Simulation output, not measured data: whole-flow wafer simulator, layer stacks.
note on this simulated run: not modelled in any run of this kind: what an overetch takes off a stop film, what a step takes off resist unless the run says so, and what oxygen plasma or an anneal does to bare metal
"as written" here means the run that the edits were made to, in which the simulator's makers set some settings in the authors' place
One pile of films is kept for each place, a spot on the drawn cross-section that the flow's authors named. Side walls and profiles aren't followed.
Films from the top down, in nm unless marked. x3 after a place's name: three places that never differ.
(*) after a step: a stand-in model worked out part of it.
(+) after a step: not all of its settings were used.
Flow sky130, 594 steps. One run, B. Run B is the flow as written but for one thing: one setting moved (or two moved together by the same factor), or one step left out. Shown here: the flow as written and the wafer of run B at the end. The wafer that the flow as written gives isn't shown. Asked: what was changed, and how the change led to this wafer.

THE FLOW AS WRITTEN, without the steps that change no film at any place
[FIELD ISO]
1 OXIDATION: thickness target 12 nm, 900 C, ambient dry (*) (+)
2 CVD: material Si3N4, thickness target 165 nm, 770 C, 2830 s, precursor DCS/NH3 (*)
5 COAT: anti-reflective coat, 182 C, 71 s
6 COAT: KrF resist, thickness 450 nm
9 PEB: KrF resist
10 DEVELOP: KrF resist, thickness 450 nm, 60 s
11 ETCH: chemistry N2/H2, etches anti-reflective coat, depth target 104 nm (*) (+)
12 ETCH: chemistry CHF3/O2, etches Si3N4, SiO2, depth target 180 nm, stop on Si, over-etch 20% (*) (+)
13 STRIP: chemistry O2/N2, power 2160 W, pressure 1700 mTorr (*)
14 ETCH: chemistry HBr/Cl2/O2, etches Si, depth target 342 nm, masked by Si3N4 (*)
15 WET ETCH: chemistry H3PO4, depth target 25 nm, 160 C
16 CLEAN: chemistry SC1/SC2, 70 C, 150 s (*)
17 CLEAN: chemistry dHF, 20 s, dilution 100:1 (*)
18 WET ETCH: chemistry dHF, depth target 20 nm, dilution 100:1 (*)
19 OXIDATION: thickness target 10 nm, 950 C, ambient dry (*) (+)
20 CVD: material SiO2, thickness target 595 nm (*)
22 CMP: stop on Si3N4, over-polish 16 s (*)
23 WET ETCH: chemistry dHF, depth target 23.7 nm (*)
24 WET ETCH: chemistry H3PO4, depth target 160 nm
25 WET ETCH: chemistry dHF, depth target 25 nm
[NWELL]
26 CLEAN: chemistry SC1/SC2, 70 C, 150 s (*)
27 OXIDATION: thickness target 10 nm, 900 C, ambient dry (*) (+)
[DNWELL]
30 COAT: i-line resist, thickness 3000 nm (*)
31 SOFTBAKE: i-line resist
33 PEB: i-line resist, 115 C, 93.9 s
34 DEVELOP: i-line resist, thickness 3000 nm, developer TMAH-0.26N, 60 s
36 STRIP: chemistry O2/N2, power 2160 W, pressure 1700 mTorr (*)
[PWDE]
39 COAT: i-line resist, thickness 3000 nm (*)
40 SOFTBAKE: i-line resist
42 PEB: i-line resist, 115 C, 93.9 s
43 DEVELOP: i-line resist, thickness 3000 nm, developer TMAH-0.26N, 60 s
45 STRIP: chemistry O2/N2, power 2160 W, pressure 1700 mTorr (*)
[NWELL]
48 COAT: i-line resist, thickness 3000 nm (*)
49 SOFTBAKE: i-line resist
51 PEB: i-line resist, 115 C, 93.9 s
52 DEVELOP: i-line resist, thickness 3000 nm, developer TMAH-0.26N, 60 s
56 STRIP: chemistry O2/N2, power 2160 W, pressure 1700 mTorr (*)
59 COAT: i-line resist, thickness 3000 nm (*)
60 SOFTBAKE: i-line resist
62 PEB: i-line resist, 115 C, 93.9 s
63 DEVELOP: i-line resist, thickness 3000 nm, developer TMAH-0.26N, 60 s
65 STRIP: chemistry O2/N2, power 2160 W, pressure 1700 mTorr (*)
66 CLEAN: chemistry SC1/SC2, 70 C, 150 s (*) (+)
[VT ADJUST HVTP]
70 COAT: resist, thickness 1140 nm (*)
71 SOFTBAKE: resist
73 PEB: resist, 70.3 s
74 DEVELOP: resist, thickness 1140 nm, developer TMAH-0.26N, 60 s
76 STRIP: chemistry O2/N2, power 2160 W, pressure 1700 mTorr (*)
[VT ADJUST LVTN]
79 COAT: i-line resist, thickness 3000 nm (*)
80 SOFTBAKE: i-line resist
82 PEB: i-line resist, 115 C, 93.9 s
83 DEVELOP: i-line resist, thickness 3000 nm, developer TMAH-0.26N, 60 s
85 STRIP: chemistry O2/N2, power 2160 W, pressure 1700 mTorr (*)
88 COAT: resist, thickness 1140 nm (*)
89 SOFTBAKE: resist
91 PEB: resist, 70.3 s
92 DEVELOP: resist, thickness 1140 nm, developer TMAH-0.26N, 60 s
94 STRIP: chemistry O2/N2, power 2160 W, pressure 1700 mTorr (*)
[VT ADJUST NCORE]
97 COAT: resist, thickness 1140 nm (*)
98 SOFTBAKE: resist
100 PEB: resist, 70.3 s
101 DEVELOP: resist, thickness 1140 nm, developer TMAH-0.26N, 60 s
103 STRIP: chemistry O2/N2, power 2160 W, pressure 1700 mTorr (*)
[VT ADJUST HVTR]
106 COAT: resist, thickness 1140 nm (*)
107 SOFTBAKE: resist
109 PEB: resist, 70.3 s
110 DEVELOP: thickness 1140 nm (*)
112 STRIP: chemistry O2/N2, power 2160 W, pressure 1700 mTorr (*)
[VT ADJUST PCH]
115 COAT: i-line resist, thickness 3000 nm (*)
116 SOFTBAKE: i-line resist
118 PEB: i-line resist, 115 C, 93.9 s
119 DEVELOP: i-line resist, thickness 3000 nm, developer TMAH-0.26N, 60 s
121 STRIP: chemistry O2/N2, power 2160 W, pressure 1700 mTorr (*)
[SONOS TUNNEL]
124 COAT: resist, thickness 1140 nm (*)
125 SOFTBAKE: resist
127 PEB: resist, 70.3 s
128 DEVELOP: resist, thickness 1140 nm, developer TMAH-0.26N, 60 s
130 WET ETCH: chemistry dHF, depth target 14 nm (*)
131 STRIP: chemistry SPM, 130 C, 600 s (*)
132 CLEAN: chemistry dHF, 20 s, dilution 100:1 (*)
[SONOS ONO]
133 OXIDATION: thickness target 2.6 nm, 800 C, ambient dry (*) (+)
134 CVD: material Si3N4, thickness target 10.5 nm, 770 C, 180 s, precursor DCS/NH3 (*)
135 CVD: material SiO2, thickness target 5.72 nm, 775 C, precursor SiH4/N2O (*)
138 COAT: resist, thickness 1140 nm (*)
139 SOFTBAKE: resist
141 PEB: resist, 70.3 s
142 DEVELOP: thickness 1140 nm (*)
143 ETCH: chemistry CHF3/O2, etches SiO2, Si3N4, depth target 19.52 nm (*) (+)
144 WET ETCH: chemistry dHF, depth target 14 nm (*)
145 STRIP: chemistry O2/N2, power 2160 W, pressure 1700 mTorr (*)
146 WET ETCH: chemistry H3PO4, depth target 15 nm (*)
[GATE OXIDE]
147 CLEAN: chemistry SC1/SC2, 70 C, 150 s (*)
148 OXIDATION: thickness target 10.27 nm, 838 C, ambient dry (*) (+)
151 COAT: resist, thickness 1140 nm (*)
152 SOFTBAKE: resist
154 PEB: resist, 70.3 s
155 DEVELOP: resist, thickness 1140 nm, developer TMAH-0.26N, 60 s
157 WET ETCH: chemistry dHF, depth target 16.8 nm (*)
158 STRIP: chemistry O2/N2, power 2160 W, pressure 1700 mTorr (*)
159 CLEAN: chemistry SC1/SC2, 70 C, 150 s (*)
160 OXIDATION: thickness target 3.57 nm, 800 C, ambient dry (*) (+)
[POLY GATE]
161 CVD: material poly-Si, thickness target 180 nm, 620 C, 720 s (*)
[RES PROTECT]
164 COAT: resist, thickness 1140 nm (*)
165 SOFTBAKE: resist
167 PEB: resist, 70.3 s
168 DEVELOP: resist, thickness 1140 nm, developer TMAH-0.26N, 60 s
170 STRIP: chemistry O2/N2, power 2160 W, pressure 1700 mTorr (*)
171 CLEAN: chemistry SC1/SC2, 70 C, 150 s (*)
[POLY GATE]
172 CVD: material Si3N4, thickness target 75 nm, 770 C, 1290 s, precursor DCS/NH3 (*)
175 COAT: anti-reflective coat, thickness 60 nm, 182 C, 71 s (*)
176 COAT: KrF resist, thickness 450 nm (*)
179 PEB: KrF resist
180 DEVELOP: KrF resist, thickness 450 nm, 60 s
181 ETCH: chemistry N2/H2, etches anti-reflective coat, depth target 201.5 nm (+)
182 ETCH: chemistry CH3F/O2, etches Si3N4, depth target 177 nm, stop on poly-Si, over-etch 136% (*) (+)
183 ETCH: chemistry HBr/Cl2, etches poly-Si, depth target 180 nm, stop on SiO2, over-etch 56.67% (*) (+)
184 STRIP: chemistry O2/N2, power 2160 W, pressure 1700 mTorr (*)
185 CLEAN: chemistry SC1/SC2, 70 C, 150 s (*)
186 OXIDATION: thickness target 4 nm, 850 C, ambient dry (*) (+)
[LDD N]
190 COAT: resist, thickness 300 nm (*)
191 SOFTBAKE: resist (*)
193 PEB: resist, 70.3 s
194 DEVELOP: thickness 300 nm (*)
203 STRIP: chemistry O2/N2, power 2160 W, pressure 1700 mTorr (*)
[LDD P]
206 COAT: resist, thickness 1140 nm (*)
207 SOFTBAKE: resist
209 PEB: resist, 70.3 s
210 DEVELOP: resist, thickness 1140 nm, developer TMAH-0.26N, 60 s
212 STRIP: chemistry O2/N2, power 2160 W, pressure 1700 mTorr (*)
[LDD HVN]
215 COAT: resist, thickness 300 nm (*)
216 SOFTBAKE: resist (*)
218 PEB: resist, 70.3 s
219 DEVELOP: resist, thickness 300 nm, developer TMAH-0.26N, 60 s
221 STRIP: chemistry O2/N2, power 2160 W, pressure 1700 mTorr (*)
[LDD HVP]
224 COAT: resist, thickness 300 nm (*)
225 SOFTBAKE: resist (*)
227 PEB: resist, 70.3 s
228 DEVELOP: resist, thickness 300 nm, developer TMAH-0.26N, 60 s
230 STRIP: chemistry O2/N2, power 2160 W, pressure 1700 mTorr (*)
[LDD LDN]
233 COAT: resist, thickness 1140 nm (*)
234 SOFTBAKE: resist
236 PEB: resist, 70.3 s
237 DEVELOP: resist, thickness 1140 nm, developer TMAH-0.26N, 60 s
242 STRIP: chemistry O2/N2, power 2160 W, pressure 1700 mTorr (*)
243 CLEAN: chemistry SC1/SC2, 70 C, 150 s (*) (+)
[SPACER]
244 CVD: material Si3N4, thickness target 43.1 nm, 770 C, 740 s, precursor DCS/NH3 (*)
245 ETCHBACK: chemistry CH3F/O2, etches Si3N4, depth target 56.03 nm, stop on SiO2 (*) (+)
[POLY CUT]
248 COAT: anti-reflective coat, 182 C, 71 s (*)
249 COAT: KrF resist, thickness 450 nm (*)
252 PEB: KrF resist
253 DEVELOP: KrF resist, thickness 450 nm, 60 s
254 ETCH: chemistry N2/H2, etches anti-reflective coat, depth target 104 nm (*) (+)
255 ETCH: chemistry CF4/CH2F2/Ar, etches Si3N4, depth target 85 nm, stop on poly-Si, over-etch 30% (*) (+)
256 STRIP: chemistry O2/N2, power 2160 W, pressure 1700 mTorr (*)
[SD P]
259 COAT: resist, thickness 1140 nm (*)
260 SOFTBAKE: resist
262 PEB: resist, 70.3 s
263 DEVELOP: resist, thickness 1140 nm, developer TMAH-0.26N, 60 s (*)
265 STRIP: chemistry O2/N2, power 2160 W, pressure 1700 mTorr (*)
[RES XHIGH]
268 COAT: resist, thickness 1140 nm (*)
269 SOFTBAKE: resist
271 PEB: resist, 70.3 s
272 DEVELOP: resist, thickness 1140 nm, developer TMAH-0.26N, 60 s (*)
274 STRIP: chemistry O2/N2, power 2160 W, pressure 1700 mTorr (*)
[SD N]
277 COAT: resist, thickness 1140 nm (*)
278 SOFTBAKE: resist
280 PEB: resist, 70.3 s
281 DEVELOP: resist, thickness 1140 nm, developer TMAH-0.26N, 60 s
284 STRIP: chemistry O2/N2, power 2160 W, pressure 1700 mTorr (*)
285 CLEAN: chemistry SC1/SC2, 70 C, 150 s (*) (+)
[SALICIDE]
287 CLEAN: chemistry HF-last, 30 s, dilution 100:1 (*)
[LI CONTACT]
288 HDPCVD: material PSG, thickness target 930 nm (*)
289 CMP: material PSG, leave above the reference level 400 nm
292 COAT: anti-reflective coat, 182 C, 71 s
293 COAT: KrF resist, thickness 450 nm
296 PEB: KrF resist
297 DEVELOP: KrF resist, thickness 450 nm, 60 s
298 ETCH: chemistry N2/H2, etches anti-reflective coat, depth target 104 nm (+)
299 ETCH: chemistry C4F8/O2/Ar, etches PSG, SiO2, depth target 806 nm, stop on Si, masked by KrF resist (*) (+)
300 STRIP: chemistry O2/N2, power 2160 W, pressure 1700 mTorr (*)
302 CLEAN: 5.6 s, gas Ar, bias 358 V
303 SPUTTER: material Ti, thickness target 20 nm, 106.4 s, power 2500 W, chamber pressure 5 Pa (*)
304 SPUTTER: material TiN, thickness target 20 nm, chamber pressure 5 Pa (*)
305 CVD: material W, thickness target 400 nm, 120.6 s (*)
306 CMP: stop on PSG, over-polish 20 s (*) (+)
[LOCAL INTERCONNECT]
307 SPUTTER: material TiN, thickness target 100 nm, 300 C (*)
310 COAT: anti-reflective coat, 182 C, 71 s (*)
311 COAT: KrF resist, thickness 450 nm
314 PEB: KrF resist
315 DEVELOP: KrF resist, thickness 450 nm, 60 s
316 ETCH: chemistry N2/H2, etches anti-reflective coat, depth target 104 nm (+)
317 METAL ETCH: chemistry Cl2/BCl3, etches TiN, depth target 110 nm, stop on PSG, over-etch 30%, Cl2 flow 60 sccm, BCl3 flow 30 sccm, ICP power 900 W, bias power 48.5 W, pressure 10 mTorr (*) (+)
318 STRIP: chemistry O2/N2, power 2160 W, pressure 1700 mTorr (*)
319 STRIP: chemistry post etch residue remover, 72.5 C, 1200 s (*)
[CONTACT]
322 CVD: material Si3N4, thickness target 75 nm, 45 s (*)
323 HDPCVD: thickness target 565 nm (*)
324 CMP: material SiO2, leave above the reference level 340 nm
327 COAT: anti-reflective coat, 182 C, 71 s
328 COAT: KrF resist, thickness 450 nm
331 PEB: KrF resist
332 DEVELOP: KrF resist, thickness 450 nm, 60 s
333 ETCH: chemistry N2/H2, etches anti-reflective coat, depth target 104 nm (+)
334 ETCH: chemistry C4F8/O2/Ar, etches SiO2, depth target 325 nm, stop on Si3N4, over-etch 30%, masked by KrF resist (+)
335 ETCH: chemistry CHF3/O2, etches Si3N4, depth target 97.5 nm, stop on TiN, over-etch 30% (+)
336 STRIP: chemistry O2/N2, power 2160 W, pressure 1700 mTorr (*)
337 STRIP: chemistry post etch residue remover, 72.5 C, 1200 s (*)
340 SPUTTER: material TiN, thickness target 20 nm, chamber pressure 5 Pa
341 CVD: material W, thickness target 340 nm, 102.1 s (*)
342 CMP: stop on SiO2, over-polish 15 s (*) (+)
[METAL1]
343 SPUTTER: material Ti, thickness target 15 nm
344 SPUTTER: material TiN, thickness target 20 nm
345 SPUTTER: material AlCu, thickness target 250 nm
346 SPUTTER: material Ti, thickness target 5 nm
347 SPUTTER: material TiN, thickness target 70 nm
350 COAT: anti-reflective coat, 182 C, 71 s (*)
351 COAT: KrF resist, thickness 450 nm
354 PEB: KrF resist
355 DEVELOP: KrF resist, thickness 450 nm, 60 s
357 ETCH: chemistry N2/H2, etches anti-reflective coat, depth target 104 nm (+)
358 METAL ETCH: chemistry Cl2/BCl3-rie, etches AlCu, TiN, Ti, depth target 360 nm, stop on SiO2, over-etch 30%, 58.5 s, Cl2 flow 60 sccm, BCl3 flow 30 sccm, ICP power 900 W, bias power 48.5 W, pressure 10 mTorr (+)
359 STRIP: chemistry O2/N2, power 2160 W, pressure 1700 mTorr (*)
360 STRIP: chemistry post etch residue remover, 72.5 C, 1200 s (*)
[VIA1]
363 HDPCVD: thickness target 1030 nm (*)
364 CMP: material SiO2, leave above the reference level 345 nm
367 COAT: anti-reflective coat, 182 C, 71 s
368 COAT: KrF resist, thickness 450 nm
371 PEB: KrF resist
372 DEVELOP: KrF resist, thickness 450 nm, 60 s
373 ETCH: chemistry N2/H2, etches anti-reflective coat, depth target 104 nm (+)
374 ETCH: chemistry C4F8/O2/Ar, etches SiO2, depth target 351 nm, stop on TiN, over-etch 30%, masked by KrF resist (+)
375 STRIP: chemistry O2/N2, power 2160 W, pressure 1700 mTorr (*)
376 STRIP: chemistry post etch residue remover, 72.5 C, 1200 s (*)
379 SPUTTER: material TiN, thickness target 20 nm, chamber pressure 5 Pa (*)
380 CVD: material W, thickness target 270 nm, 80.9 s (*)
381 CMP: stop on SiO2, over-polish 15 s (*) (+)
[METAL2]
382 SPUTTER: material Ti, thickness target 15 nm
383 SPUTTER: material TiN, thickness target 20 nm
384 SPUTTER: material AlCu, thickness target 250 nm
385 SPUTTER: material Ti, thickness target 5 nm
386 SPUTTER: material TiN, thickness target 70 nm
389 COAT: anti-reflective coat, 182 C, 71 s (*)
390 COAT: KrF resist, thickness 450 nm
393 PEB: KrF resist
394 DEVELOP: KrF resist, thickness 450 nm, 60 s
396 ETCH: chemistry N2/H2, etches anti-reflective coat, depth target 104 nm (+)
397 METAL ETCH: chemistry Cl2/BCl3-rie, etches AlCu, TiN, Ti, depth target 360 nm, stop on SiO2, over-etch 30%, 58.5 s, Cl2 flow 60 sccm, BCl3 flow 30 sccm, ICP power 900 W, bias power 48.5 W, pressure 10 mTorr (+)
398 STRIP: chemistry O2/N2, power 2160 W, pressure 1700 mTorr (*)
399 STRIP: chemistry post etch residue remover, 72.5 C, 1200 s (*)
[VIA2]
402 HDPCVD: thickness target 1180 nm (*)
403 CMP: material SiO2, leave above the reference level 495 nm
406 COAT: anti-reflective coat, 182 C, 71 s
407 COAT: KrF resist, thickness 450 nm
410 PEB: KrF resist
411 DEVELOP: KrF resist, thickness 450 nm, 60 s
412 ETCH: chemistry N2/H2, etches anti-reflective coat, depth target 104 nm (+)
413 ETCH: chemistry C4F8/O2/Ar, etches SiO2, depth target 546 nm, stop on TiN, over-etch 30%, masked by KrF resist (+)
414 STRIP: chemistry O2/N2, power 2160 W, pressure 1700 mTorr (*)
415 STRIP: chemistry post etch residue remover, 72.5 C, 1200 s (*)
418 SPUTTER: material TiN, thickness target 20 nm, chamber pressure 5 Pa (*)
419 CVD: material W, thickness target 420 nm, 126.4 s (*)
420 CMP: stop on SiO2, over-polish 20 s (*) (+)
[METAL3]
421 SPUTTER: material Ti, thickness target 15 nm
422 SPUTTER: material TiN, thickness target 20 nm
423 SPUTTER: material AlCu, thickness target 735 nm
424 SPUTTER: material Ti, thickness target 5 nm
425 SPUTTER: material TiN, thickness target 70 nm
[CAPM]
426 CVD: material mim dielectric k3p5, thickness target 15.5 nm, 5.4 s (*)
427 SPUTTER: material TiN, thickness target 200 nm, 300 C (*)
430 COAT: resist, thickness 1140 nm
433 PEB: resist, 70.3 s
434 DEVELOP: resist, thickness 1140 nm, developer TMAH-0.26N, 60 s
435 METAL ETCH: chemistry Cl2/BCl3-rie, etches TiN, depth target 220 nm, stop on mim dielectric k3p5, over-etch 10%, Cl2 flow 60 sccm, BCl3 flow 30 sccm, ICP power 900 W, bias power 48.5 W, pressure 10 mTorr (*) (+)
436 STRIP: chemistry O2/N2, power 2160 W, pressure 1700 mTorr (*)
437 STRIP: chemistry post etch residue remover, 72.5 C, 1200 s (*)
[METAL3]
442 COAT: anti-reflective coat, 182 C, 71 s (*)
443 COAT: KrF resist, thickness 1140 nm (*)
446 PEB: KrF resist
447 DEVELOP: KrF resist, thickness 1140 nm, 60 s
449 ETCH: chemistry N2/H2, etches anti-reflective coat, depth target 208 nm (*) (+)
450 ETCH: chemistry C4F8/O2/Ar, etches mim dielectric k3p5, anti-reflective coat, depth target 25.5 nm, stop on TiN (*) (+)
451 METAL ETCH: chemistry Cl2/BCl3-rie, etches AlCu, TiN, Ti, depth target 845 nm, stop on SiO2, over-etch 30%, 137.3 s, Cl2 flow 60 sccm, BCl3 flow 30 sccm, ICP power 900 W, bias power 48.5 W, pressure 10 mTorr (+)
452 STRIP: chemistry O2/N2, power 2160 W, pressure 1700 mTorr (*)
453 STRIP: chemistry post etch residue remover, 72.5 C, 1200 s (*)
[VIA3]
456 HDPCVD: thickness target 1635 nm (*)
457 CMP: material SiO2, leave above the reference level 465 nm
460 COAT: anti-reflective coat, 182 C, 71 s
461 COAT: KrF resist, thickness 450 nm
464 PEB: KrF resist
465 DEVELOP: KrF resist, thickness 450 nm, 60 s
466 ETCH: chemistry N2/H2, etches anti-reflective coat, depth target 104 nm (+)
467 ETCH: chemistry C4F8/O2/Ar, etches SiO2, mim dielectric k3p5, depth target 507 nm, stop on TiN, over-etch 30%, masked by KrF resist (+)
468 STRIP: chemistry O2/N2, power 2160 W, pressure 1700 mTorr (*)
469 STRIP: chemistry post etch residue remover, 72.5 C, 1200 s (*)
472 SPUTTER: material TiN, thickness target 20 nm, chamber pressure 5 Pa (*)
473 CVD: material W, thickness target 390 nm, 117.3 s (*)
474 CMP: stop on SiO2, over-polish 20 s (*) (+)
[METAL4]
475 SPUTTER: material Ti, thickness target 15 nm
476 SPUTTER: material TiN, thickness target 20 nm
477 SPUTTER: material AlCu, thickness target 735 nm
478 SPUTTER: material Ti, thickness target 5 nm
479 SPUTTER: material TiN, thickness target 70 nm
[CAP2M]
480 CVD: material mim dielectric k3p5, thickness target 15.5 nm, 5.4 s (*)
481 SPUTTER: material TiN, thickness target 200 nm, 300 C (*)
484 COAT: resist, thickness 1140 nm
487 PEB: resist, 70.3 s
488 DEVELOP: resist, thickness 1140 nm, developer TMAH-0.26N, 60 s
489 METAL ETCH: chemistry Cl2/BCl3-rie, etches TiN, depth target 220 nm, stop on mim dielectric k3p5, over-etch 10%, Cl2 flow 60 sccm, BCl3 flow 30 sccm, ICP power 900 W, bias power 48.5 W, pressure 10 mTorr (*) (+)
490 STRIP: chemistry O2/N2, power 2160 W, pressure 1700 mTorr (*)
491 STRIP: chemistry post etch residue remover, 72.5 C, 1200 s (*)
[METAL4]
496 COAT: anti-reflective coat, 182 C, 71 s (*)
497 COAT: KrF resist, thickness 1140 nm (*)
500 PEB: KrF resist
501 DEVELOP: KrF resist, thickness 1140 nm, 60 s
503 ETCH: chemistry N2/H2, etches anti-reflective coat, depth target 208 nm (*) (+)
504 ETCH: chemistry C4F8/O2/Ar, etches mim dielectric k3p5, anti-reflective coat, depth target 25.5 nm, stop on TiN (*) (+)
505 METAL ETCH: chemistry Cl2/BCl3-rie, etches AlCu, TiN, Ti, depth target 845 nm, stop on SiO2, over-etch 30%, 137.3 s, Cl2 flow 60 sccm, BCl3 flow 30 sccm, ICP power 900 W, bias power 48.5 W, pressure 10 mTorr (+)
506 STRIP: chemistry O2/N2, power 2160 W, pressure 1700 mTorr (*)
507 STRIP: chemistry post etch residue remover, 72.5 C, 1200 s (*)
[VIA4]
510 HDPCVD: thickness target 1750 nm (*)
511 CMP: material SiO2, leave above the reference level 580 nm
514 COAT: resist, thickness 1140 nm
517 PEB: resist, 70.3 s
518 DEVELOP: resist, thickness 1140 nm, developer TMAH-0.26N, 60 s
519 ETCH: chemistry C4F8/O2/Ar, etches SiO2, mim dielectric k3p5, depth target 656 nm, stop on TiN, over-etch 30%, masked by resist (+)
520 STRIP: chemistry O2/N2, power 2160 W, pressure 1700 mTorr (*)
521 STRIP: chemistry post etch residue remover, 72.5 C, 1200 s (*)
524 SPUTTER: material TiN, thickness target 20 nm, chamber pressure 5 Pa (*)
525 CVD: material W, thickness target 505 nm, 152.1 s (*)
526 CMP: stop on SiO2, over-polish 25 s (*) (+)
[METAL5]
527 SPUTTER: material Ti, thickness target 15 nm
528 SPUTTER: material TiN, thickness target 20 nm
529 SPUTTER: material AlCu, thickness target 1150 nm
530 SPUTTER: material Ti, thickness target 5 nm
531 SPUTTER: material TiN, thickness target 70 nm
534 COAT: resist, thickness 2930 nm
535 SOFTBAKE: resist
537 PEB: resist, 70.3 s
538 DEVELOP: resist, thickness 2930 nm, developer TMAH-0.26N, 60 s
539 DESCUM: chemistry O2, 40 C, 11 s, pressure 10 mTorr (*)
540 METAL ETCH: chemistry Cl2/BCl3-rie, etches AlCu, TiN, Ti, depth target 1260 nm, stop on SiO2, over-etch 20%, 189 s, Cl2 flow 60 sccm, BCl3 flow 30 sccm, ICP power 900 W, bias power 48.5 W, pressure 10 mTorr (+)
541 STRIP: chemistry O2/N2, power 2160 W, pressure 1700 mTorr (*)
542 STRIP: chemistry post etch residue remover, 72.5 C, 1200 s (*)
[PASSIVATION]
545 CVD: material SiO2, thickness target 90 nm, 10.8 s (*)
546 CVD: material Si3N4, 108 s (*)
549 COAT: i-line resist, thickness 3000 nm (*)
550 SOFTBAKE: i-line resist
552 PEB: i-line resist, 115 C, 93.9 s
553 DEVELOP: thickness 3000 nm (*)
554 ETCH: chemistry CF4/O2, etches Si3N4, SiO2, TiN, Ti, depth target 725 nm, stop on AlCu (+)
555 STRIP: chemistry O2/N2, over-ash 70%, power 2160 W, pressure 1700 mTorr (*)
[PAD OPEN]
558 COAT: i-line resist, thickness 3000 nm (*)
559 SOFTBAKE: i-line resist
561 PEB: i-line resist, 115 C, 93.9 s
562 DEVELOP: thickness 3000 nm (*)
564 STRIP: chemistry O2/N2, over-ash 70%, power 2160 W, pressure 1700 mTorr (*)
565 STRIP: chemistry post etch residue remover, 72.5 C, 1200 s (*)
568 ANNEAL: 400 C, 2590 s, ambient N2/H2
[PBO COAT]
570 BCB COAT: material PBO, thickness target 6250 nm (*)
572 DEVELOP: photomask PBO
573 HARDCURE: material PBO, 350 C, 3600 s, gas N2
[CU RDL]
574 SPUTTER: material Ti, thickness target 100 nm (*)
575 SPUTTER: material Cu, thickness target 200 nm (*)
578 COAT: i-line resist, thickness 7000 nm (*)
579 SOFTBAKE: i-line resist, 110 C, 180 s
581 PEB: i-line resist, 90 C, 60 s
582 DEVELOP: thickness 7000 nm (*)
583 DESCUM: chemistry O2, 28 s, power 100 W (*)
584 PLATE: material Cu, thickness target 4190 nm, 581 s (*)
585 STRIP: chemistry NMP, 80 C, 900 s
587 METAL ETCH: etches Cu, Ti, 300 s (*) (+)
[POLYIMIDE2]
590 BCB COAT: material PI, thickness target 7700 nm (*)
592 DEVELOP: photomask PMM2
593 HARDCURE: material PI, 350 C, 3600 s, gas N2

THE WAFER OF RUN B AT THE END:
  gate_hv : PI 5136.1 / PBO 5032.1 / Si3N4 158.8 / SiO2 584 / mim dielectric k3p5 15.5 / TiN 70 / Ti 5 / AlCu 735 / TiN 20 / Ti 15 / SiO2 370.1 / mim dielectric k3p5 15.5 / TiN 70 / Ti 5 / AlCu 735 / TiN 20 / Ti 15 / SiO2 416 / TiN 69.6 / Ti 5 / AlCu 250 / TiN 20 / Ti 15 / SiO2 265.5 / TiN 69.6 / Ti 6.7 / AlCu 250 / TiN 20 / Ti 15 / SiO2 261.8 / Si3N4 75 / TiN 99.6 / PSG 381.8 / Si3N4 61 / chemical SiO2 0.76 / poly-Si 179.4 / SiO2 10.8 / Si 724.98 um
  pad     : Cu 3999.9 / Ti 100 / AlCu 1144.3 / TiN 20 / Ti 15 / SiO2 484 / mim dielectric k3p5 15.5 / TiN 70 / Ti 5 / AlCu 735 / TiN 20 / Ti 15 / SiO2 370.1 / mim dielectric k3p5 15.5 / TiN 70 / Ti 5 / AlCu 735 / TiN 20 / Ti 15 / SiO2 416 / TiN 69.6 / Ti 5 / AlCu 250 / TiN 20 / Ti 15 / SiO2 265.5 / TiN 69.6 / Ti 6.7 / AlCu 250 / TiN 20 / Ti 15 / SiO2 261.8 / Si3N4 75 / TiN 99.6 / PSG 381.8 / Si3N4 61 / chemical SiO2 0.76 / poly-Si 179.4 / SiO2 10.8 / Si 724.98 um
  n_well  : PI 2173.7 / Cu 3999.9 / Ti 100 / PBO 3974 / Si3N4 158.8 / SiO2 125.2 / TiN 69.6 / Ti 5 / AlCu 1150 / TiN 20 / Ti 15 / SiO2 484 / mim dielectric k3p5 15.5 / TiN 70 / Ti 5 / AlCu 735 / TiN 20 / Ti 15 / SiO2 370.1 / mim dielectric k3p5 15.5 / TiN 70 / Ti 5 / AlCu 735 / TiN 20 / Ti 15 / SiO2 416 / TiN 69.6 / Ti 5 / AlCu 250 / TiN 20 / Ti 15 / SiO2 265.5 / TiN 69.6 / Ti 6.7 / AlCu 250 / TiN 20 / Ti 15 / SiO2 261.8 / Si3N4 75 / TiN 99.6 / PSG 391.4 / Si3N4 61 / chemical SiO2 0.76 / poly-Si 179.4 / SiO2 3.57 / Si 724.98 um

The cause: step 346, SPUTTER: thickness target 6.7 nm was run, where the flow has thickness target 5 nm.
It can be read off the wafer: gate_hv has Ti 6.7, and step 346 as written asks for 5 nm.

How the change led to this, step by step:
  346 SPUTTER: material Ti, thickness target 5 nm
      field, active, n_well and 188 more: Ti +6.7 (new film) (as written it would be: Ti +5 (new film))
  358 METAL ETCH: chemistry Cl2/BCl3-rie, etches AlCu, TiN, Ti, depth target 360 nm, stop on SiO2, over-etch 30%, 58.5 s, Cl2 flow 60 sccm, BCl3 flow 30 sccm, ICP power 900 W, bias power 48.5 W, pressure 10 mTorr (+)
      field, active, gate and 81 more: TiN -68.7 (all of it), Ti -6.7 (all of it), AlCu -250 (all of it), TiN -20 (all of it), Ti -15 (all of it), SiO2 -10.8 (as written it would be: TiN -68.7 (all of it), Ti -5 (all of it), AlCu -250 (all of it), TiN -20 (all of it), Ti -15 (all of it), SiO2 -10.9)
